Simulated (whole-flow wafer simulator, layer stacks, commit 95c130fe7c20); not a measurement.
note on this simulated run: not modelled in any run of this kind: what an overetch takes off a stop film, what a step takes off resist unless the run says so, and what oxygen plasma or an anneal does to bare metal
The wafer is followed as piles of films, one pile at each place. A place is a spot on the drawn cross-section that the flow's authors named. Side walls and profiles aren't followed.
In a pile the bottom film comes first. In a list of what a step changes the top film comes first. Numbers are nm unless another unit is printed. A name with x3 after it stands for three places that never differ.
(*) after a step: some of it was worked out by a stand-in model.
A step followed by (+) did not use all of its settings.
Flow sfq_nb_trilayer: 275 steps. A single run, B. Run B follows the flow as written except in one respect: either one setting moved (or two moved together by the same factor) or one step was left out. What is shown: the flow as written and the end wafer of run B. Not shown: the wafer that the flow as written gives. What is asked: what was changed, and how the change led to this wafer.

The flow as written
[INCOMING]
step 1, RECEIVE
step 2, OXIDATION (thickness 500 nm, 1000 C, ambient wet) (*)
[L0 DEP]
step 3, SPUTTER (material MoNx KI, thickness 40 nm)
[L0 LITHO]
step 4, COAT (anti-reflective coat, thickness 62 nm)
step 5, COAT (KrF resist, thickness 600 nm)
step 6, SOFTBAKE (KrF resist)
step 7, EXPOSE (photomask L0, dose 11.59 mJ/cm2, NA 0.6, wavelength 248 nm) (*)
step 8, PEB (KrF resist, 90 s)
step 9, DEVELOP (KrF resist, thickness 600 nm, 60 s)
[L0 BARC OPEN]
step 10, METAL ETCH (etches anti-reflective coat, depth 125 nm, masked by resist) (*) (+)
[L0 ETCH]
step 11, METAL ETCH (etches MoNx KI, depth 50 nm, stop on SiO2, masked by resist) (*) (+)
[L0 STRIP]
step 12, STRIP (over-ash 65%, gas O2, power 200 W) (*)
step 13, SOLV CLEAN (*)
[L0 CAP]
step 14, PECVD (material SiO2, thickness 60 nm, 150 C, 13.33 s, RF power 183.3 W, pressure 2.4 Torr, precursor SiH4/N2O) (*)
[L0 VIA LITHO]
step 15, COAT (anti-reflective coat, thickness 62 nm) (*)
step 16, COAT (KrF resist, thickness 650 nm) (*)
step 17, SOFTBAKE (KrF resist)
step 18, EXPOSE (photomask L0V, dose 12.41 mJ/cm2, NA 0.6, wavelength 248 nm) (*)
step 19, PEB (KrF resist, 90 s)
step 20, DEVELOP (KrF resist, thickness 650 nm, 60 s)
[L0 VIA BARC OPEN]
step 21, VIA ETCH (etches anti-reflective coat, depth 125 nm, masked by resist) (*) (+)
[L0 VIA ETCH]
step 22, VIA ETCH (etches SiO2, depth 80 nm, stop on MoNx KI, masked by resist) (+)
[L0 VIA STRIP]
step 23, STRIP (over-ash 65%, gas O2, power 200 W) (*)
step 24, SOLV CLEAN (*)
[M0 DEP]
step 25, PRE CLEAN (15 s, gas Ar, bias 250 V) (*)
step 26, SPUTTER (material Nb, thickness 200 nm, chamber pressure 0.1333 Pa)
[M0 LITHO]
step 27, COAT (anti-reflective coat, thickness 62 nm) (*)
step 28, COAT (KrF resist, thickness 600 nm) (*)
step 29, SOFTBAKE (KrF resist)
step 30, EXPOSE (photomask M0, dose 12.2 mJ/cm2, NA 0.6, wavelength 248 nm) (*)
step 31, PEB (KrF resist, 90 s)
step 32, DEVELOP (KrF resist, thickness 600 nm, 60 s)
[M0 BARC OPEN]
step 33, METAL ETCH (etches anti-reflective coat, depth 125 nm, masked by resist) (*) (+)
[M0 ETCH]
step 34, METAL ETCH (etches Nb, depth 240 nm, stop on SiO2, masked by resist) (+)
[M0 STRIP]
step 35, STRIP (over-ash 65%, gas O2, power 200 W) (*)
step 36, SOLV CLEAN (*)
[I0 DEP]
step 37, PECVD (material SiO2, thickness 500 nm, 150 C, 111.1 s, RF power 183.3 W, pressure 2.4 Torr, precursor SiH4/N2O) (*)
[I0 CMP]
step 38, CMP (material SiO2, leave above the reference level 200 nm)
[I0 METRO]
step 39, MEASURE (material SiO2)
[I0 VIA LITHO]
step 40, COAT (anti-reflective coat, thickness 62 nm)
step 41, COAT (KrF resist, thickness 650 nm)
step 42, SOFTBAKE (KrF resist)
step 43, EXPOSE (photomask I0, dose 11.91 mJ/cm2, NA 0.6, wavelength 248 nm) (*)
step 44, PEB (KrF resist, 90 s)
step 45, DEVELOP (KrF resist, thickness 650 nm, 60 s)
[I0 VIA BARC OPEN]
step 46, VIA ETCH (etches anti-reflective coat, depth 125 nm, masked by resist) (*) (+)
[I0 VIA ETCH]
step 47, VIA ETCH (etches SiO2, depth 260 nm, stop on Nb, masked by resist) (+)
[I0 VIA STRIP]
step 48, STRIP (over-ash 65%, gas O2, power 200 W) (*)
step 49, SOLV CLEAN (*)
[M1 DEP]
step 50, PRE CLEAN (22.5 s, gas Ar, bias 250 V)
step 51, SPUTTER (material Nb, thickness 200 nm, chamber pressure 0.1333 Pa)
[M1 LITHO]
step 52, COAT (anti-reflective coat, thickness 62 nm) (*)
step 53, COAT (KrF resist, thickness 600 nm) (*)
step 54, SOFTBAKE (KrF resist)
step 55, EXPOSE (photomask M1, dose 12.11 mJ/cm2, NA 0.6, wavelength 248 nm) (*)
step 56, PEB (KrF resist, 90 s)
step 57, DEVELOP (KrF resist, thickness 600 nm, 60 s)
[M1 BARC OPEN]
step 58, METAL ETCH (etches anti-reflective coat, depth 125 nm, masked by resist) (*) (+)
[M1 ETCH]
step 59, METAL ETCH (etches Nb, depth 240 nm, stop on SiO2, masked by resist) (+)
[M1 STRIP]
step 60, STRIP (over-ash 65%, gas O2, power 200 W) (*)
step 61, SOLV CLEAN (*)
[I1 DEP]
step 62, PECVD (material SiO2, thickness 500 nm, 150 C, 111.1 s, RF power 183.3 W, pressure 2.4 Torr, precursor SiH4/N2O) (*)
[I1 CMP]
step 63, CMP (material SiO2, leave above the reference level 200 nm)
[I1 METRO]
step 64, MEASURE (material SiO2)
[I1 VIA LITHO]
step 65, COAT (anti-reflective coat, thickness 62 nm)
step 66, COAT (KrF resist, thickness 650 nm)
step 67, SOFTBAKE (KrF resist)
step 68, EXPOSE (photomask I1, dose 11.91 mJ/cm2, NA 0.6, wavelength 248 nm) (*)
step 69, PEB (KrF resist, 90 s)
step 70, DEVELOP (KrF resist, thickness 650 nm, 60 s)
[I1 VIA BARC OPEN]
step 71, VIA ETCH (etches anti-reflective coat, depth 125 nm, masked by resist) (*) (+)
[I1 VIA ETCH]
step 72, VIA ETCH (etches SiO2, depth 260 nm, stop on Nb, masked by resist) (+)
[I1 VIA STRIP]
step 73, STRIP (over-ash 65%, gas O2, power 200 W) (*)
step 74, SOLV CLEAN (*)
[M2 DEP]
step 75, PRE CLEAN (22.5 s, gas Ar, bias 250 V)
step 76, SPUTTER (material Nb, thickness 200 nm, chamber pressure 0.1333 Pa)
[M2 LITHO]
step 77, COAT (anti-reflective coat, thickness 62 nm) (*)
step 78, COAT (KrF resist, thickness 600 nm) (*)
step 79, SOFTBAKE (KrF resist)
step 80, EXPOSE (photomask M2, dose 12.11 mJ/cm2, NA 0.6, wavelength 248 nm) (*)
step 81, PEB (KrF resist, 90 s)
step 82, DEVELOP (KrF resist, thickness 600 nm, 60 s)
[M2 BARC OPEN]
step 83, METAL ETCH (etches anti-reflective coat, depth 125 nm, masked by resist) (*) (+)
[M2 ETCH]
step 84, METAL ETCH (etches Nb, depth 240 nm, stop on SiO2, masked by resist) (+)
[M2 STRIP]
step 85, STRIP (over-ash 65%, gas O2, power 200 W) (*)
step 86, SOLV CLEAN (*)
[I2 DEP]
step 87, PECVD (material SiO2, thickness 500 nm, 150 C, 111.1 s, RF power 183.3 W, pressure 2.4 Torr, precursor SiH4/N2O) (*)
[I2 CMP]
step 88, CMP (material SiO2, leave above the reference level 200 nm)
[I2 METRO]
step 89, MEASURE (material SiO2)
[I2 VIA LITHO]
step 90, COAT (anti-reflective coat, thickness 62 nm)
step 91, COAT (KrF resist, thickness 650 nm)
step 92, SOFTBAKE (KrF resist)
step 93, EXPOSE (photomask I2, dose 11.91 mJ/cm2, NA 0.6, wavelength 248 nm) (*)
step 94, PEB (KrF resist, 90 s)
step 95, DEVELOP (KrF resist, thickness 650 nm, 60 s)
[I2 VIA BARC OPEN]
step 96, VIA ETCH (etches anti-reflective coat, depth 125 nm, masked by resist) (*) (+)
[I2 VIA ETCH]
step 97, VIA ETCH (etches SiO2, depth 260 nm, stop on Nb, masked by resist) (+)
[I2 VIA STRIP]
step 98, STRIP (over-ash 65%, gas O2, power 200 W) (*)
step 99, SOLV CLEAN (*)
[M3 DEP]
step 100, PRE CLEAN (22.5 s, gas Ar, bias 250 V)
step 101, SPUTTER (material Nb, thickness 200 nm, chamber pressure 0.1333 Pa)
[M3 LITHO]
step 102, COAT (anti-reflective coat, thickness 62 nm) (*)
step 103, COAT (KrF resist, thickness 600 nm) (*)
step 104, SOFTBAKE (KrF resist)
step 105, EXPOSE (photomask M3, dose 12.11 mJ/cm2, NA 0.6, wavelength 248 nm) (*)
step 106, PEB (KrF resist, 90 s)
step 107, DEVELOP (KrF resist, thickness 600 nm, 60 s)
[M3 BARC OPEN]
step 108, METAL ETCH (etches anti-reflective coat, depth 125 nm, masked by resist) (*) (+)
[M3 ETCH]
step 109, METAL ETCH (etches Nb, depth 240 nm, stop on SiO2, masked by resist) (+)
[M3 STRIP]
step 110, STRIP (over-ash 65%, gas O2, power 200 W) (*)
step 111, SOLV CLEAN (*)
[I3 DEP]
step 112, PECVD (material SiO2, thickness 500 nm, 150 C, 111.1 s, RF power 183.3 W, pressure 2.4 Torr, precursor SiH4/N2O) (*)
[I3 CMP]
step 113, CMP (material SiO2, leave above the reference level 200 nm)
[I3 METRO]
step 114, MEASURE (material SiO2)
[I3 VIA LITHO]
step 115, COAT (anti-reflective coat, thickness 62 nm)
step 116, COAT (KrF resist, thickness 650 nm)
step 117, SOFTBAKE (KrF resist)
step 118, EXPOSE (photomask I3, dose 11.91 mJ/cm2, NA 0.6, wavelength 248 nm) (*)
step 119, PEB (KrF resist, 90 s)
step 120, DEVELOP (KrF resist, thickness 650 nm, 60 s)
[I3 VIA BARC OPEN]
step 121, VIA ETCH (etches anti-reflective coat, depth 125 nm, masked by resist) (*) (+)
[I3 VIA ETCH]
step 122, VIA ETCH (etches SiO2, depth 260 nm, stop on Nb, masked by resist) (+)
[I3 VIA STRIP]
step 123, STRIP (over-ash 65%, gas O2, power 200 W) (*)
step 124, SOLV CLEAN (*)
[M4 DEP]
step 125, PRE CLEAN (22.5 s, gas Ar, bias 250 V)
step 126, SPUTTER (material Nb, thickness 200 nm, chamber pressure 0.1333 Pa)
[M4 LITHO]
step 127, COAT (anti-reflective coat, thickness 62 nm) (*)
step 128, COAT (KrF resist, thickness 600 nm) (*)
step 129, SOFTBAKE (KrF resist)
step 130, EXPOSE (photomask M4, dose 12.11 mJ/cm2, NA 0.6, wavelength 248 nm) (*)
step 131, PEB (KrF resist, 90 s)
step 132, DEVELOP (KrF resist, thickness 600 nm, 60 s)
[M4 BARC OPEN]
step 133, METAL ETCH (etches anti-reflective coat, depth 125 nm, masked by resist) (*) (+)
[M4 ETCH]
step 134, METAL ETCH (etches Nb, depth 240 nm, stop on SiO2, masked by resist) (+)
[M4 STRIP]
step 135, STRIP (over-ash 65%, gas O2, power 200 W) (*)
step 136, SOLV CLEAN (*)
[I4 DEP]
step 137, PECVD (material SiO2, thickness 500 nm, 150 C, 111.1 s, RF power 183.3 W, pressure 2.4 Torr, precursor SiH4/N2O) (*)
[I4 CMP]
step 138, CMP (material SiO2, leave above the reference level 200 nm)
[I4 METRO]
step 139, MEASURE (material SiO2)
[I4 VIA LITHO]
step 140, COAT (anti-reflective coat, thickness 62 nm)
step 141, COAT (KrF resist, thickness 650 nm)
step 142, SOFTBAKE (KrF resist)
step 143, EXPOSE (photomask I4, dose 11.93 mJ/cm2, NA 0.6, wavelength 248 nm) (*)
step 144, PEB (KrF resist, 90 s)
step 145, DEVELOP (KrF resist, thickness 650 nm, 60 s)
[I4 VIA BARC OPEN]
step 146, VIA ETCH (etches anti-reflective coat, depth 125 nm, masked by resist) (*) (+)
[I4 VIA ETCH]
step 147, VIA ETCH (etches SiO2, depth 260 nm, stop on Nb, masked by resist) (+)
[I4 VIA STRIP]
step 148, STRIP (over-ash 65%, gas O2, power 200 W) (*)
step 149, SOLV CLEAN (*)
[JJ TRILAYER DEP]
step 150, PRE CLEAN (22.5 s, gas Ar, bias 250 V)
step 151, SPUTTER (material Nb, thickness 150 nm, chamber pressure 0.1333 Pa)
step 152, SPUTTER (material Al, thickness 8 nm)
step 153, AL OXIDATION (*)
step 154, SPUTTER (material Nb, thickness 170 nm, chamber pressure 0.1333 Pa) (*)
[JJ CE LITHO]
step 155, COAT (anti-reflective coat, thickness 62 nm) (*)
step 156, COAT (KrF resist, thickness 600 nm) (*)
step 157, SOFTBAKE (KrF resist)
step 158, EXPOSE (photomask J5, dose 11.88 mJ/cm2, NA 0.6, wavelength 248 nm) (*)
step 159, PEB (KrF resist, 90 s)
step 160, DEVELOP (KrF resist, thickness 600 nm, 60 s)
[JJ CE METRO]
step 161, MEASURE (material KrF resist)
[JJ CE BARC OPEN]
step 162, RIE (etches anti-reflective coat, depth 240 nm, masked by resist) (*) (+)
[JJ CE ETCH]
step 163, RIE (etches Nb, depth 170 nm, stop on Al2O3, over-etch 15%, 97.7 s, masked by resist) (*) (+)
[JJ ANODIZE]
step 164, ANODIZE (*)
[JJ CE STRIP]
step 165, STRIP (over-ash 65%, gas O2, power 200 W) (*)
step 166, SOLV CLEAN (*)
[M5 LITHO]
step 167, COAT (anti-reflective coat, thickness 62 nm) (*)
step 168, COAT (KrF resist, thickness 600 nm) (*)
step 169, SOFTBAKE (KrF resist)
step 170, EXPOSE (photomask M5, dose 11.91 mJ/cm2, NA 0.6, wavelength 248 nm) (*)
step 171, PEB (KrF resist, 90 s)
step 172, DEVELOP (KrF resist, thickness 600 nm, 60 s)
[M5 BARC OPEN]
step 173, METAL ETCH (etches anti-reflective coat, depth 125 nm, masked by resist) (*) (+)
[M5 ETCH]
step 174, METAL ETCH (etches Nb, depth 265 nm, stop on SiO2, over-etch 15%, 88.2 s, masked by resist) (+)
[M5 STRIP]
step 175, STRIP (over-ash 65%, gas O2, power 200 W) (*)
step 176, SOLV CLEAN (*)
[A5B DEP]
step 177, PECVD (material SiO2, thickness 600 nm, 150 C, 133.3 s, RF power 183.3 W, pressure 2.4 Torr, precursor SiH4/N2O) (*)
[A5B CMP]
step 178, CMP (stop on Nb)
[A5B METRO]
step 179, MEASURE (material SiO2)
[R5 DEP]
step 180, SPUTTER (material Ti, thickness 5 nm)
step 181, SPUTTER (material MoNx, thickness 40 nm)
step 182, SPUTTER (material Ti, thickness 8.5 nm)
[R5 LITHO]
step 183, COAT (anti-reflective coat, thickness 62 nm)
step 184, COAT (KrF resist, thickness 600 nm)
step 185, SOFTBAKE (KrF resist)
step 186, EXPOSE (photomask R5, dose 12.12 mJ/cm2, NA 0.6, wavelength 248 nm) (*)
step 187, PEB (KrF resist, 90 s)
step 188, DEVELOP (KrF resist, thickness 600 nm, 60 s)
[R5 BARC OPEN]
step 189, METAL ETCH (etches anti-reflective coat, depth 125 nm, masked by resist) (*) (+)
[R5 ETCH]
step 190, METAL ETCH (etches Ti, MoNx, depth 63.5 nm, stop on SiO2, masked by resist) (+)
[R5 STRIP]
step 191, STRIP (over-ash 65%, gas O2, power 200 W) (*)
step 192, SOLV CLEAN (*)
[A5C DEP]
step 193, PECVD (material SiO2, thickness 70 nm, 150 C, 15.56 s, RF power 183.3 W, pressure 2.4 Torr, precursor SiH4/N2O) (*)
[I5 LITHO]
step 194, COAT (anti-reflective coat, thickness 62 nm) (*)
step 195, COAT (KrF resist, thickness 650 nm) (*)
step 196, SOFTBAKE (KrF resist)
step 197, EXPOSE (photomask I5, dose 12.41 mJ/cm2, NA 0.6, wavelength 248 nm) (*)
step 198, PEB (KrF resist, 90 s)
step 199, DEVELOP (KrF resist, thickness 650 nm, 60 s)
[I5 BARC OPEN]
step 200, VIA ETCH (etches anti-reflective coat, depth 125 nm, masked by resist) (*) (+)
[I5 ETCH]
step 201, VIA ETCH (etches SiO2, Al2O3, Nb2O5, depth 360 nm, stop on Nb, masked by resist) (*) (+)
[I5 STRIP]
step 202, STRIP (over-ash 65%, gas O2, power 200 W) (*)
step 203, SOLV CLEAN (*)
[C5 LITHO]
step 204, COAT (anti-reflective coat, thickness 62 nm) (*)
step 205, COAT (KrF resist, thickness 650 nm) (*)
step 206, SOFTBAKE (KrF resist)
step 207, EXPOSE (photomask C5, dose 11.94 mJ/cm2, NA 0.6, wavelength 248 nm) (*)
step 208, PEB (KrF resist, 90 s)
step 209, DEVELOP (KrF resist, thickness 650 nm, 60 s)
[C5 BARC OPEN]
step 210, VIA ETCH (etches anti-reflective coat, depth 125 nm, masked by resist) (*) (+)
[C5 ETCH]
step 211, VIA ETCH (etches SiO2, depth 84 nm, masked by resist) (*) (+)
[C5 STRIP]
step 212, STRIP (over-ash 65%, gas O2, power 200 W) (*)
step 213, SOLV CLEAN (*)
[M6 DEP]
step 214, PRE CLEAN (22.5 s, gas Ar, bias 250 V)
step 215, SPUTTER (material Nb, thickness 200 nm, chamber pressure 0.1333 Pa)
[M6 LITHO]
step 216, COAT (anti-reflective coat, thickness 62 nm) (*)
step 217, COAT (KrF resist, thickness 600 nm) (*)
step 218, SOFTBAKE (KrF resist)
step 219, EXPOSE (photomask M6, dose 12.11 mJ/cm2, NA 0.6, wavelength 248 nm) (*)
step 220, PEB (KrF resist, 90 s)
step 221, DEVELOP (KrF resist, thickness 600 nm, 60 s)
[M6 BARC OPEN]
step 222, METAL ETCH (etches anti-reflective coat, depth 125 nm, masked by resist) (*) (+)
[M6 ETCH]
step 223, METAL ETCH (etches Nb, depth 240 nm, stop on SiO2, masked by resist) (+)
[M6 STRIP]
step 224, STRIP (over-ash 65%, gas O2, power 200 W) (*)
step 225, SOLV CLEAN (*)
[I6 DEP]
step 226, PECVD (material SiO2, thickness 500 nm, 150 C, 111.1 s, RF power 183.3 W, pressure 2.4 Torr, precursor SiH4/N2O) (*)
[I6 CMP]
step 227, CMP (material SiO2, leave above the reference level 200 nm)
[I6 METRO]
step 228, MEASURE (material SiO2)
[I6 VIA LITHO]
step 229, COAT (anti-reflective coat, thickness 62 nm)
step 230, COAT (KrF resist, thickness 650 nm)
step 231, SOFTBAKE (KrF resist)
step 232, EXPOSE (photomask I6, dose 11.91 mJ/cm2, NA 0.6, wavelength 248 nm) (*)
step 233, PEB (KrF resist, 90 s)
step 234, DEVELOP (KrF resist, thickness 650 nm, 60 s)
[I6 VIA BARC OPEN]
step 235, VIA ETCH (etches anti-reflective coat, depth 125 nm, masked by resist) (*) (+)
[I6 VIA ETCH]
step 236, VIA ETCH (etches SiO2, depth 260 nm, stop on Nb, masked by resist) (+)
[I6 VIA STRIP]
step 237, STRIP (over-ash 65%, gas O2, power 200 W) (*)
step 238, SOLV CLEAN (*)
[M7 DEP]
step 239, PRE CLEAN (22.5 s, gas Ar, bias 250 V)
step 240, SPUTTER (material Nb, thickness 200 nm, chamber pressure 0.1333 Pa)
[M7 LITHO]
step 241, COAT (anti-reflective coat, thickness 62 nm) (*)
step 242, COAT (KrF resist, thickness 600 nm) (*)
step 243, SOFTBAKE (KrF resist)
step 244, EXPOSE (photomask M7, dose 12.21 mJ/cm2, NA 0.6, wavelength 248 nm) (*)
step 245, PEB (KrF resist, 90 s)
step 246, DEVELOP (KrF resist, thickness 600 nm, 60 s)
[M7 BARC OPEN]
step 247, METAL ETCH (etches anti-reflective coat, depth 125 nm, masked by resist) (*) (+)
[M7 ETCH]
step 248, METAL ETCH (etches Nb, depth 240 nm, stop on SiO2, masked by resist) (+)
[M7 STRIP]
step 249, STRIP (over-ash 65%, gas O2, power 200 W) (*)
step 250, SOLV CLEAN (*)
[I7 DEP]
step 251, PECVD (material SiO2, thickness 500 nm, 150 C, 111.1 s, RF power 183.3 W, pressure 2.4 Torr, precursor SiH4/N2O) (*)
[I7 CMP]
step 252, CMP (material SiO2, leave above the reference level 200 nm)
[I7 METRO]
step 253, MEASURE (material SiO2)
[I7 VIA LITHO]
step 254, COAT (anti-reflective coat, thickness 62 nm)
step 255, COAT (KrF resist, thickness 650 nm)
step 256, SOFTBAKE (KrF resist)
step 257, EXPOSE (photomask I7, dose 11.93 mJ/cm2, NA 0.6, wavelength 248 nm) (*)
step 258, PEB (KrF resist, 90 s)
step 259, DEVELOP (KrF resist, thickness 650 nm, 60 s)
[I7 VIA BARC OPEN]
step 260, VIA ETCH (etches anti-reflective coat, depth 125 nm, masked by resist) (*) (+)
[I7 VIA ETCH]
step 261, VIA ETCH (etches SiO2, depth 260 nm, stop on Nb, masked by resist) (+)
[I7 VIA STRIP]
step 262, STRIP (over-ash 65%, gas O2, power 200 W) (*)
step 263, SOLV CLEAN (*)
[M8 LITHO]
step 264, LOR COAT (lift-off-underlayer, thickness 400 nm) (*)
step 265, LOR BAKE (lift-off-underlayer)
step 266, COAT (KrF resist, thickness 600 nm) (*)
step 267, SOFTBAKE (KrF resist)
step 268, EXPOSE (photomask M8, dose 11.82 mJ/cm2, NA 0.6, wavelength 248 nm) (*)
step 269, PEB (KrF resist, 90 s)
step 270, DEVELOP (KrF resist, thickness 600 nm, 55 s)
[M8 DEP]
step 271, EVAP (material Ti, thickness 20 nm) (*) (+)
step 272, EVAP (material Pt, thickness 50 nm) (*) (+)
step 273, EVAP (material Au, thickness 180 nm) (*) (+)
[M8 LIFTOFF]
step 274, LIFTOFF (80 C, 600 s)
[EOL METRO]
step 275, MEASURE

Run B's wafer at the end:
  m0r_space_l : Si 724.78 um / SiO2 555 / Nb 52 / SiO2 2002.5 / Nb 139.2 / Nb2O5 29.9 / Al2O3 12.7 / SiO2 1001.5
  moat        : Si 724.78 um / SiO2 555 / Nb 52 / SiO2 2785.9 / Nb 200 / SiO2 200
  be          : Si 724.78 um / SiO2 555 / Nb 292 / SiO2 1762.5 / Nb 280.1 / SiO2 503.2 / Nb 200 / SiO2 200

What caused this: step 26, SPUTTER: thickness 292 nm was run, though the flow has thickness 200 nm.
The wafer lets one read it off: be has Nb 292, and step 26 as written asks for 200 nm.

The path from the change to this, step by step:
  step 26, SPUTTER (material Nb, thickness 200 nm, chamber pressure 0.1333 Pa)
      field_l, v_sur, via_wl and 102 more: Nb gains 292 (new film) (as written it would have been: Nb gains 200 (new film))
      l0v: Nb gains 288 (new film) (as written it would have been: Nb gains 195.7 (new film))
  step 34, METAL ETCH (etches Nb, depth 240 nm, stop on SiO2, masked by resist) (+)
      moat, m0r_space_l, m0r_space_r: Nb loses 240 (as written it would have been: Nb loses 200 (all of it))
  step 37, PECVD (material SiO2, thickness 500 nm, 150 C, 111.1 s, RF power 183.3 W, pressure 2.4 Torr, precursor SiH4/N2O) (*)
      moat, m0r_space_l, m0r_space_r: SiO2 gains 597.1 (new film) (as written it would have been: SiO2 gains 557.1)
If metal films that touch count as one body, m0r_space_l has 2 bodies (between them, from the top down: SiO2 2002.5); the flow as written gives 1 body.
If metal films that touch count as one body, moat has 2 bodies (between them, from the top down: SiO2 2785.9); the flow as written gives 1 body.
